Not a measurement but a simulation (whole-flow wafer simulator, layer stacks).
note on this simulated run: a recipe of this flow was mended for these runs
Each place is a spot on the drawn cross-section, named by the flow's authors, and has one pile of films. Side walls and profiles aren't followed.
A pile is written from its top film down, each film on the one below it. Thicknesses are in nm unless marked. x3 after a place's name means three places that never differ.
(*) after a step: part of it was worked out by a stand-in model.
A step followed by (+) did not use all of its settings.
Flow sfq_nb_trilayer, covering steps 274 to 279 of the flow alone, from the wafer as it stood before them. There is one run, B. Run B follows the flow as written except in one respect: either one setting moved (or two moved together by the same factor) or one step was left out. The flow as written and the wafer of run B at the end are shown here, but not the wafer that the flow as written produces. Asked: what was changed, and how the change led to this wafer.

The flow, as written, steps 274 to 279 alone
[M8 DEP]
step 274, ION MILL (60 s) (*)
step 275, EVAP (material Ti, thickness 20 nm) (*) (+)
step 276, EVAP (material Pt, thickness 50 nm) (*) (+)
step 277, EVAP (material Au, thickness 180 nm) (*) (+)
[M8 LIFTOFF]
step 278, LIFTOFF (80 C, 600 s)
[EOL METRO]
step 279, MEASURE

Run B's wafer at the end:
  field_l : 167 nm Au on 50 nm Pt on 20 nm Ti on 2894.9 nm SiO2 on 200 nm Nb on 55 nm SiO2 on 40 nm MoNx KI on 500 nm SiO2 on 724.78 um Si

The reason: step 277, EVAP: thickness 167 nm was run, while the flow as written has thickness 180 nm.
The wafer itself shows it: field_l has Au 167, and step 277 as written asks for 180 nm.

The path from the change to this, step by step:
  step 277, EVAP (material Au, thickness 180 nm) (*) (+)
      field_l, v_sur x3, via_wl x2 and 100 more: +167 Au (new film) (in the flow as written it would be: +180 Au (new film))
  step 278, LIFTOFF (80 C, 600 s)
      p4_fl x5, p4_w1 x9, p3_s0 x11 and 49 more: -167 Au (all of it), -50 Pt (all of it), -20 Ti (all of it), -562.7 KrF-resist-other-grade (all of it), -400 lift-off-underlayer (all of it) (in the flow as written it would be: -180 Au (all of it), -50 Pt (all of it), -20 Ti (all of it), -562.7 KrF-resist-other-grade (all of it), -400 lift-off-underlayer (all of it))
      r_sur, res, r_end: -167 Au (all of it), -50 Pt (all of it), -20 Ti (all of it), -559.9 KrF-resist-other-grade (all of it), -399.5 lift-off-underlayer (all of it) (in the flow as written it would be: -180 Au (all of it), -50 Pt (all of it), -20 Ti (all of it), -559.9 KrF-resist-other-grade (all of it), -399.5 lift-off-underlayer (all of it))
      (as well as at 18 more places)
